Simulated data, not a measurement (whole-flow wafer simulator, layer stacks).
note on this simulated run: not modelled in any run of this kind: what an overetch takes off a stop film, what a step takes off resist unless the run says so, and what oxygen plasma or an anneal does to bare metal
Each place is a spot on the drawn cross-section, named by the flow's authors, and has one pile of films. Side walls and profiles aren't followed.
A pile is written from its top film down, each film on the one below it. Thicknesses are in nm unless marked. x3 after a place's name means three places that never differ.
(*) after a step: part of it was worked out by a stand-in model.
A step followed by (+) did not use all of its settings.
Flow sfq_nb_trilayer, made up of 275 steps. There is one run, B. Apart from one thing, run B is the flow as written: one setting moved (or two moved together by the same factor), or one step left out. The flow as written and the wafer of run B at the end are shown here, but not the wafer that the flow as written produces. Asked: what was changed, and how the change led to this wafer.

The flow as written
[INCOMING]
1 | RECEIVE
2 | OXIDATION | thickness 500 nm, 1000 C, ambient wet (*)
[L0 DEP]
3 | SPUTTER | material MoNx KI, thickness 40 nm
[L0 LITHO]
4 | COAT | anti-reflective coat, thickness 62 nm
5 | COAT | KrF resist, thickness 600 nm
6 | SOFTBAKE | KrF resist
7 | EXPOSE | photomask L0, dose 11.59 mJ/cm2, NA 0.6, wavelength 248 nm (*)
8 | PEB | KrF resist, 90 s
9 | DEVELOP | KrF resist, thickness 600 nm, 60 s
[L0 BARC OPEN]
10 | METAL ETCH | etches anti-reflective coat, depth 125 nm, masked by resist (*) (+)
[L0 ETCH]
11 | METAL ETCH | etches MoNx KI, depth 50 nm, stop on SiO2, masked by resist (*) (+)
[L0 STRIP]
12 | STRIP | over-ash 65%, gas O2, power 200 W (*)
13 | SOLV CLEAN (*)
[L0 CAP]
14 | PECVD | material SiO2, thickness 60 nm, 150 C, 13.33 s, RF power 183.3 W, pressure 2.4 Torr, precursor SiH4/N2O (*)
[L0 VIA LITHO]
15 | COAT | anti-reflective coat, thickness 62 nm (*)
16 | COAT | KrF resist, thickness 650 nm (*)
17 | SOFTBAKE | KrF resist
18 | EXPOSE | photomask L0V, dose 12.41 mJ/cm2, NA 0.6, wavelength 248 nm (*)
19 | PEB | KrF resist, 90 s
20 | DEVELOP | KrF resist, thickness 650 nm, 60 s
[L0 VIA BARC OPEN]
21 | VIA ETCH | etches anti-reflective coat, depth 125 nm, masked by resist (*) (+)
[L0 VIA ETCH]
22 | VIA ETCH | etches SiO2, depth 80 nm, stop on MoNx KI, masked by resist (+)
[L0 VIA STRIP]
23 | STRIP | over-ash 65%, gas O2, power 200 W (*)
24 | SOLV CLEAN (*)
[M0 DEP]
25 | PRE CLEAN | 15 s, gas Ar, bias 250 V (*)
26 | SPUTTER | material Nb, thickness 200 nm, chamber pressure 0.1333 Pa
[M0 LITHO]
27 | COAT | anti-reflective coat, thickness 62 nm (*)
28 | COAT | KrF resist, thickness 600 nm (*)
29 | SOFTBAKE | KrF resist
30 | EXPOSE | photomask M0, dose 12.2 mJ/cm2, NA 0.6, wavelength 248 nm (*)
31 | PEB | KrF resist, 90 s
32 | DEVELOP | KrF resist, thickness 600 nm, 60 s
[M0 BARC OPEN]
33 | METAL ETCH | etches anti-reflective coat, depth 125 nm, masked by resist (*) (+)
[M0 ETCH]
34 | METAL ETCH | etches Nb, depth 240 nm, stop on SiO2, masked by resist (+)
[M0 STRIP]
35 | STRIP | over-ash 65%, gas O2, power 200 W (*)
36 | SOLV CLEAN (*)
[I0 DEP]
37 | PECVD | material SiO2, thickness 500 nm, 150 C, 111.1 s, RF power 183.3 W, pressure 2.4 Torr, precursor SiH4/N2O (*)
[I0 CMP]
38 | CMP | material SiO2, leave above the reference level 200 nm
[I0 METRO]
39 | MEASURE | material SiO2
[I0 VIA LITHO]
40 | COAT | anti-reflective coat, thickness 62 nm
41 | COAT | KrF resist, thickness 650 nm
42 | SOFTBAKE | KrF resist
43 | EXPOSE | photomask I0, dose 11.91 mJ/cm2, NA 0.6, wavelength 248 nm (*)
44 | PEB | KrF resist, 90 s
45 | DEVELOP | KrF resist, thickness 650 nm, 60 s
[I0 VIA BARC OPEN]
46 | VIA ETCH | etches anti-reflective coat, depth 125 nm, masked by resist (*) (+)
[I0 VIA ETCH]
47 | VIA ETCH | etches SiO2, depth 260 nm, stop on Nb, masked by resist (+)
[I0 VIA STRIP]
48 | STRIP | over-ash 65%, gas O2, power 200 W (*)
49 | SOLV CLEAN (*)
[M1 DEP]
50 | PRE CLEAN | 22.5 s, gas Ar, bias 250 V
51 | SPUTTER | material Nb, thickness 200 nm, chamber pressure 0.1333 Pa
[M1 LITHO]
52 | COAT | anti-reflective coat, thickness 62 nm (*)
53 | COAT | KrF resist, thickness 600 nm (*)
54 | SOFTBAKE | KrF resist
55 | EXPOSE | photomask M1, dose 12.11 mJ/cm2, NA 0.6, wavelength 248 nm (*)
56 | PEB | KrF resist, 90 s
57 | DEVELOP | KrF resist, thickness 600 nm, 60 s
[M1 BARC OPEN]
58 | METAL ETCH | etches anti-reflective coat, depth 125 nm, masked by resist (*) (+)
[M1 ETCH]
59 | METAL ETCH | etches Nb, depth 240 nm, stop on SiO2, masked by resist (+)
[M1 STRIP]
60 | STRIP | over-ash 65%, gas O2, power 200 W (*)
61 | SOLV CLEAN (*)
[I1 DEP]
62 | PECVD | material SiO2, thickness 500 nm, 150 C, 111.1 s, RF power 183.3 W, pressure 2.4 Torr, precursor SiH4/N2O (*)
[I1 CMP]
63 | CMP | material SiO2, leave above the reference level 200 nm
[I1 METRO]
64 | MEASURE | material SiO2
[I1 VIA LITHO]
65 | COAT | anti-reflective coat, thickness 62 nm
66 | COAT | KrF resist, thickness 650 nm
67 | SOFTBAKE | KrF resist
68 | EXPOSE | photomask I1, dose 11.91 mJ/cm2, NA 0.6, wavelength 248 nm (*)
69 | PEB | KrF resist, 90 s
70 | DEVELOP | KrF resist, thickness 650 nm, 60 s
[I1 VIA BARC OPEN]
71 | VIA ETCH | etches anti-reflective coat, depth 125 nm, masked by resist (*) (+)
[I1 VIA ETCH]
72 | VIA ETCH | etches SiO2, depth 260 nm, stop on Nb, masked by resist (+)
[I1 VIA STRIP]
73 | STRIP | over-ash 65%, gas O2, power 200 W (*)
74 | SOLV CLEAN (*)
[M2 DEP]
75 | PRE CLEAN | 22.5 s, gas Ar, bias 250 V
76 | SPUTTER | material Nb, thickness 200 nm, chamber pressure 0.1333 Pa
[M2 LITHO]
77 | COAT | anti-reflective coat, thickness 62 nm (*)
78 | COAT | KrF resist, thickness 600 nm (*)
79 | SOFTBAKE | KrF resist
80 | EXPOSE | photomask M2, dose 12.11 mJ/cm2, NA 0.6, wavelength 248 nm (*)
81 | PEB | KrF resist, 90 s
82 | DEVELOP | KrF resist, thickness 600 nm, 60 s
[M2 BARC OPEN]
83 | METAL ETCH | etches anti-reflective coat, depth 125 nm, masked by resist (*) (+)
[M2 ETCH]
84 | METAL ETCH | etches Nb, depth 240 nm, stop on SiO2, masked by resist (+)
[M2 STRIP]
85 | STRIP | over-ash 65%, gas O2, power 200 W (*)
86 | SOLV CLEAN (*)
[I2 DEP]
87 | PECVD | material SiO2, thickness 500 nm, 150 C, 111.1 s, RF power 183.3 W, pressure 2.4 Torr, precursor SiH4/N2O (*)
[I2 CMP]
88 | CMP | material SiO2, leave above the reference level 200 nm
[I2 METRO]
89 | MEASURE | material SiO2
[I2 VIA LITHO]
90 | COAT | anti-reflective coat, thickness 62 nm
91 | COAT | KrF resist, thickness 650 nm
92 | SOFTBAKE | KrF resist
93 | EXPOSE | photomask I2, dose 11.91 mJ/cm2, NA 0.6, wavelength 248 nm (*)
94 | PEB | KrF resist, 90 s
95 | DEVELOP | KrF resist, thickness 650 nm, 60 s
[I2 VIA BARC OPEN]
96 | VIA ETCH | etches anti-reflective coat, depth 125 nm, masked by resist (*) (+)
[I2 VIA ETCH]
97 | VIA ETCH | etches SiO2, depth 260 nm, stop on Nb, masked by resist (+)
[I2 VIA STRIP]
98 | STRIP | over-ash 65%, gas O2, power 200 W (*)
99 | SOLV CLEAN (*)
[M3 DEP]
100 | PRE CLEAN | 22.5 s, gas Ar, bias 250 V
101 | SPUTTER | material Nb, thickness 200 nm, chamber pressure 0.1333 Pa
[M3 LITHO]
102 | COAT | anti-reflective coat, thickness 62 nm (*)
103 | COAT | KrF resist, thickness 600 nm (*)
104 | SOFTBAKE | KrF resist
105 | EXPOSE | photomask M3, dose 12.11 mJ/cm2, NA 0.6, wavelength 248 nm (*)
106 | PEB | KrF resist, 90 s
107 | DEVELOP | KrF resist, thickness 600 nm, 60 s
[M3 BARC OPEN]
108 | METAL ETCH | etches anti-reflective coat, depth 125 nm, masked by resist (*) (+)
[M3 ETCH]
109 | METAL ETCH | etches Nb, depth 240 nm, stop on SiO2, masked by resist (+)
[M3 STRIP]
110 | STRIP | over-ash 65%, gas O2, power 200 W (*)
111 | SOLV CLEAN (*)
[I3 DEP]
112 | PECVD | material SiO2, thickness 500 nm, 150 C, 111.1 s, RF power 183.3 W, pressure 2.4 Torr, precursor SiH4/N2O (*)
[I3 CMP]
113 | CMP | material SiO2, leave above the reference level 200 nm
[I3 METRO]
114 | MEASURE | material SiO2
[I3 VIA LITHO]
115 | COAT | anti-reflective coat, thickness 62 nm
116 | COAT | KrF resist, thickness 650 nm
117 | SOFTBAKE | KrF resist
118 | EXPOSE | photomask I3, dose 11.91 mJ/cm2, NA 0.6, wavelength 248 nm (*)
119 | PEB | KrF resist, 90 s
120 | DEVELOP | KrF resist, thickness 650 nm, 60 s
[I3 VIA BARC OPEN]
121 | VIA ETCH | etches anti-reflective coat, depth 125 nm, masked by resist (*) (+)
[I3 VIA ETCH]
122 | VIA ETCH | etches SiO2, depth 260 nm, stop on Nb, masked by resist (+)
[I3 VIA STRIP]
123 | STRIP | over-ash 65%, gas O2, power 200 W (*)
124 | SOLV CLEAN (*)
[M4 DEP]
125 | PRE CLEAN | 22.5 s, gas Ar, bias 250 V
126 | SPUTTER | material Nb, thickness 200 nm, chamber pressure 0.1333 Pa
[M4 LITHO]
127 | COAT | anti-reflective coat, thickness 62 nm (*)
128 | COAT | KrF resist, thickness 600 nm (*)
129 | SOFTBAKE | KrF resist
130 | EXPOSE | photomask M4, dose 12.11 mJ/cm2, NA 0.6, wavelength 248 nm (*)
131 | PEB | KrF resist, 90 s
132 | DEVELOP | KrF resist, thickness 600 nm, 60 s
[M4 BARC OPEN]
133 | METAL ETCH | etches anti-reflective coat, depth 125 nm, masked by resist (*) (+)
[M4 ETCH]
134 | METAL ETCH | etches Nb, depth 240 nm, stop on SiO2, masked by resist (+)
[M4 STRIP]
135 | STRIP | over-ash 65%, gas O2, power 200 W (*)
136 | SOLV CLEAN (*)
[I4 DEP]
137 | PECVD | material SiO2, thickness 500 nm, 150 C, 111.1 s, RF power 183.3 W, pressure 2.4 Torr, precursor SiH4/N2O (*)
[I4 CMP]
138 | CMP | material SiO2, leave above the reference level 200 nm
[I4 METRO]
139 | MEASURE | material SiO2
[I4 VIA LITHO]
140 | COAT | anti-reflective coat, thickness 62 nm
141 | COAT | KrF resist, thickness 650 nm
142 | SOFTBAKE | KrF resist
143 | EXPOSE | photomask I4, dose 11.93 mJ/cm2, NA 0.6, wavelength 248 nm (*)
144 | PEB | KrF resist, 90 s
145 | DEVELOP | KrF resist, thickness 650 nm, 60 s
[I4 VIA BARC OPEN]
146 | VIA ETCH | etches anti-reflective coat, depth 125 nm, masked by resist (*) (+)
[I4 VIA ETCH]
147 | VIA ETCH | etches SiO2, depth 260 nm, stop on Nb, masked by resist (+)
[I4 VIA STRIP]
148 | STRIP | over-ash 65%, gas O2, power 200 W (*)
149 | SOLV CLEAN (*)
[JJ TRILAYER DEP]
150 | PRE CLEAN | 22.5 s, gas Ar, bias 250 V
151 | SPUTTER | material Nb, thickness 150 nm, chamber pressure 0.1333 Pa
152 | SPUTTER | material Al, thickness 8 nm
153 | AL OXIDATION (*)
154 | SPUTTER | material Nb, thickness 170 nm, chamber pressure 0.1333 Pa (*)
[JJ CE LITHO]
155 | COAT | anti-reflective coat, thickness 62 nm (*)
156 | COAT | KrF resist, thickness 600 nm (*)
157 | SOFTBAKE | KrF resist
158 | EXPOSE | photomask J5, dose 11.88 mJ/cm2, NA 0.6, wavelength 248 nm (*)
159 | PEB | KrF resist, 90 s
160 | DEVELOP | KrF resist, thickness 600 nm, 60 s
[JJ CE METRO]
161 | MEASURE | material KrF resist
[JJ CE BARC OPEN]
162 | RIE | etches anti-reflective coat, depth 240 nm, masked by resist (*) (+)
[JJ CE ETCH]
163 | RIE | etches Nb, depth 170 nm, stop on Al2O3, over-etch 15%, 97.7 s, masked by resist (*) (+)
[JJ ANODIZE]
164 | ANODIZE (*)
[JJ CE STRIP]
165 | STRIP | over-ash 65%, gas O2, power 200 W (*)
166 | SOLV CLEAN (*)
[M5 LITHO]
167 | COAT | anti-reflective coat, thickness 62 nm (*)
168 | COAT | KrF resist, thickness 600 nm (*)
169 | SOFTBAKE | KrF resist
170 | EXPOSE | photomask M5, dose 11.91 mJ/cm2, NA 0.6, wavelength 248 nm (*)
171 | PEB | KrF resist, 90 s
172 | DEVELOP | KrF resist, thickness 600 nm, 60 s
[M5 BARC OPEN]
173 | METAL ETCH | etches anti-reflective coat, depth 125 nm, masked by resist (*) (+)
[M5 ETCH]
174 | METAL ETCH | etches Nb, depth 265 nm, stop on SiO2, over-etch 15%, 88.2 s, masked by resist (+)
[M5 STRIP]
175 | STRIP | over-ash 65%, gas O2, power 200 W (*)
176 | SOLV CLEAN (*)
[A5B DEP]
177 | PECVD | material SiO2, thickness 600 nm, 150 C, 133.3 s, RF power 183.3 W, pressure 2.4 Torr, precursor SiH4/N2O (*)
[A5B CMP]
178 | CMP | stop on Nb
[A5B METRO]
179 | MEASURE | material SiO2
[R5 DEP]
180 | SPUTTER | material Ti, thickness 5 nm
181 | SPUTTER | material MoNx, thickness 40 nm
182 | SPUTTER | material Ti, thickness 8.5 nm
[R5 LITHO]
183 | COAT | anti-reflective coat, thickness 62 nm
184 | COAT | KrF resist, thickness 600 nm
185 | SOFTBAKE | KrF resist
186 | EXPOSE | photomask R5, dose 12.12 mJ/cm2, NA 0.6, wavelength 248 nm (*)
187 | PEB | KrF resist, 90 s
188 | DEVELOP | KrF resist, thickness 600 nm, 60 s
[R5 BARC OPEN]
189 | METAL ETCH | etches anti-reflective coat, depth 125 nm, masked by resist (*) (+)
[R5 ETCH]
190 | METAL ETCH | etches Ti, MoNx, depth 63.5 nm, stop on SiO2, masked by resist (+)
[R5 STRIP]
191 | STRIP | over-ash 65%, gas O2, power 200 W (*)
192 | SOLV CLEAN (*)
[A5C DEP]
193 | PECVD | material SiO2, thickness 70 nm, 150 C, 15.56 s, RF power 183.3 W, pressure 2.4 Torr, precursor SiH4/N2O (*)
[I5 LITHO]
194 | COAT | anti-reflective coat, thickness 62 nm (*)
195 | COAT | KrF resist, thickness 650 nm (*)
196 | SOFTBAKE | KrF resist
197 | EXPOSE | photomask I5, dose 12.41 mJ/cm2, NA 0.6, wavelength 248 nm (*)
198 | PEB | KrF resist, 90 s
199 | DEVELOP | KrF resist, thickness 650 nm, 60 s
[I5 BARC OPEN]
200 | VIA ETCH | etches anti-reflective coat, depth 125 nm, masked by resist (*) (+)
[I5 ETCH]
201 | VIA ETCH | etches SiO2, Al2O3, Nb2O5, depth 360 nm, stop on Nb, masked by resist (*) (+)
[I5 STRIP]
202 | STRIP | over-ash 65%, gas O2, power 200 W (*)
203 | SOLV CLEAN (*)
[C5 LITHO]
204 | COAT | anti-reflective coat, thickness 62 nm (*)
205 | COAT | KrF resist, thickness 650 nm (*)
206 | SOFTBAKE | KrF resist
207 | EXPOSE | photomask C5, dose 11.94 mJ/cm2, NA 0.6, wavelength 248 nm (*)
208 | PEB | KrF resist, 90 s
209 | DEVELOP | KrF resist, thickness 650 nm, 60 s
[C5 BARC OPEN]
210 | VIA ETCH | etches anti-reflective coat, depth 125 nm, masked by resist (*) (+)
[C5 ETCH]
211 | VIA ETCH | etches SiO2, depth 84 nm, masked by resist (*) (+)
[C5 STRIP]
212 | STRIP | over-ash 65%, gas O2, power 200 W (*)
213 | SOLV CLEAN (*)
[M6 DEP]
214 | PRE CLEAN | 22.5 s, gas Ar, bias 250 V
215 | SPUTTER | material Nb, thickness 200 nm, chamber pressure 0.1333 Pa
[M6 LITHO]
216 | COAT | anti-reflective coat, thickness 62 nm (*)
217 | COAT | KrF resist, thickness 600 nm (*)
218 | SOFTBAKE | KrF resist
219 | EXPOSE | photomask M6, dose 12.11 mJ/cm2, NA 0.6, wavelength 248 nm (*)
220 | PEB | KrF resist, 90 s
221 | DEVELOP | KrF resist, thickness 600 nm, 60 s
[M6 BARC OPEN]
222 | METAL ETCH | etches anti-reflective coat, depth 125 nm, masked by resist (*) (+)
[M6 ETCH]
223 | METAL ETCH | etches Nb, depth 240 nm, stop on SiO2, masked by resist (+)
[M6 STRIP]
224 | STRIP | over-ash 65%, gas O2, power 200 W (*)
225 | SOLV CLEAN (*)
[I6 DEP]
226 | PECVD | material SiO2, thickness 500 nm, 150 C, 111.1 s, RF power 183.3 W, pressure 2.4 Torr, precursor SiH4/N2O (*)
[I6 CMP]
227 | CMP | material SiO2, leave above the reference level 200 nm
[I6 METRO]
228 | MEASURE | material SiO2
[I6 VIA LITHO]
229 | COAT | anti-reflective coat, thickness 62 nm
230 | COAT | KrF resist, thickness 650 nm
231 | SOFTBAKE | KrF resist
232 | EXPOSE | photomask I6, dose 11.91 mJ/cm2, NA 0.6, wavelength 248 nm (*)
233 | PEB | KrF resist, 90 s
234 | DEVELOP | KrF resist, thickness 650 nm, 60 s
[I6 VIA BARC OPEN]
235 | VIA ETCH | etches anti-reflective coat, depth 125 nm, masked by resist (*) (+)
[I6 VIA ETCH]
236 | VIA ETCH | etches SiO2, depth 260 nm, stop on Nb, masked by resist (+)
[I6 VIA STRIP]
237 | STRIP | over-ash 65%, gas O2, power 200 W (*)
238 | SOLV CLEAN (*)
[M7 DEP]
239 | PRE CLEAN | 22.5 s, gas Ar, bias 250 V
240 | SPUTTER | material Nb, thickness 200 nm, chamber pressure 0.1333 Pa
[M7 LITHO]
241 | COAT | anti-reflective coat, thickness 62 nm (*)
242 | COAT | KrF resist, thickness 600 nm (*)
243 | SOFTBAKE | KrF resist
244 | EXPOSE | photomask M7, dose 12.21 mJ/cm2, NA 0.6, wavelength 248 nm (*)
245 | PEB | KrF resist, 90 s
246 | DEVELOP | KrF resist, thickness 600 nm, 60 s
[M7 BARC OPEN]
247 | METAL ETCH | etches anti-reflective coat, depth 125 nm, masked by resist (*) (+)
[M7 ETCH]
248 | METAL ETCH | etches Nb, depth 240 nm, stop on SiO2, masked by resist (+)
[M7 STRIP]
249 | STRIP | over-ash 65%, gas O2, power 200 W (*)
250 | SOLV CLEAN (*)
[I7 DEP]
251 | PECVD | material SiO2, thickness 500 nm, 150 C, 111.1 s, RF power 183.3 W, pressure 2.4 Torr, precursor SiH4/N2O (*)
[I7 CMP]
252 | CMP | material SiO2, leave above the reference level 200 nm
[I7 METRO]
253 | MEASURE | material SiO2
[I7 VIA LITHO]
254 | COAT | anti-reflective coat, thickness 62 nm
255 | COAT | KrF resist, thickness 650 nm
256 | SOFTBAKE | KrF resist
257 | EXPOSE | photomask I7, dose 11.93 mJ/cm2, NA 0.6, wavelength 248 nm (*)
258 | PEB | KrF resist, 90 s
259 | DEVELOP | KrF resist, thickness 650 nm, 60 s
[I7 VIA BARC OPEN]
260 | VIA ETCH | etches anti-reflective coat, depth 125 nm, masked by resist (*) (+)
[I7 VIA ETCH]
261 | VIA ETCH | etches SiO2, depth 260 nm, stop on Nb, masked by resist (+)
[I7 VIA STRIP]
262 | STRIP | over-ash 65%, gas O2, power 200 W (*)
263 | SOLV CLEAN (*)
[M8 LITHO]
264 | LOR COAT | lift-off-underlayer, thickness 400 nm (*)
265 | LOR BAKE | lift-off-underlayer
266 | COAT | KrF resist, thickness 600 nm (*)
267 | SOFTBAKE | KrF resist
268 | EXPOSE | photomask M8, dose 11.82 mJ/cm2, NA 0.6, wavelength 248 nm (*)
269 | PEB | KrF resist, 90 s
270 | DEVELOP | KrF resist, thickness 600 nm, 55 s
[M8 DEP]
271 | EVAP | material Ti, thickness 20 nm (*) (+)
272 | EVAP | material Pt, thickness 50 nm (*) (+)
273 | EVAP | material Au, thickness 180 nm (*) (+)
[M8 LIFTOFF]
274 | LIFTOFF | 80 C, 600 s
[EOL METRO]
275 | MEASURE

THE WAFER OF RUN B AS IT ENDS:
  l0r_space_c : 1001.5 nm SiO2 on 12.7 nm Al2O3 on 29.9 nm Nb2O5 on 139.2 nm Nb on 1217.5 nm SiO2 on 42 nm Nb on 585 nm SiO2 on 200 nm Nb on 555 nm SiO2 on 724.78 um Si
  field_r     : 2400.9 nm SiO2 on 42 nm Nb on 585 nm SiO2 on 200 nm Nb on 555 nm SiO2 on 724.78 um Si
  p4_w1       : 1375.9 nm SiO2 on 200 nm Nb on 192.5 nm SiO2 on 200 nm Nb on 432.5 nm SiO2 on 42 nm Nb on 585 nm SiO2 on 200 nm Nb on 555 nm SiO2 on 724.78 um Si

Cause: step 76, SPUTTER: thickness 282 nm was run, whereas the flow has thickness 200 nm.

How this came from the change, step by step:
  76 | SPUTTER | material Nb, thickness 200 nm, chamber pressure 0.1333 Pa
      field_l, v_sur, via_wl and 102 more: Nb gains 282 (new film) (as written it would have been: Nb gains 200 (new film))
      via_v: Nb gains 247.2 (as written it would have been: Nb gains 174.5)
  84 | METAL ETCH | etches Nb, depth 240 nm, stop on SiO2, masked by resist (+)
      field_l, be, be_sur and 81 more: Nb loses 240 (as written it would have been: Nb loses 200 (all of it))
  87 | PECVD | material SiO2, thickness 500 nm, 150 C, 111.1 s, RF power 183.3 W, pressure 2.4 Torr, precursor SiH4/N2O (*)
      field_l, be, be_sur and 81 more: SiO2 gains 500 (new film) (as written it would have been: SiO2 gains 500)
      via_v: SiO2 gains 590.8 (new film) (as written it would have been: SiO2 gains 606 (new film))
  88 | CMP | material SiO2, leave above the reference level 200 nm
      field_l, be, be_sur and 81 more: SiO2 loses 60 (as written it would have been: SiO2 loses 100)
      via_v: SiO2 loses 157.1 (as written it would have been: SiO2 loses 181.6)
If metal films that touch count as one body, l0r_space_c has 3 bodies (between them, from the top down: SiO2 1217.5; SiO2 585); the flow as written gives 2 bodies (between them, from the top down: SiO2 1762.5).
If metal films that touch count as one body, field_r has 2 bodies (between them, from the top down: SiO2 585); the flow as written gives 1 body.
If metal films that touch count as one body, p4_w1 has 4 bodies (between them, from the top down: SiO2 192.5; SiO2 432.5; SiO2 585); the flow as written gives 3 bodies (between them, from the top down: SiO2 192.5; SiO2 977.5).
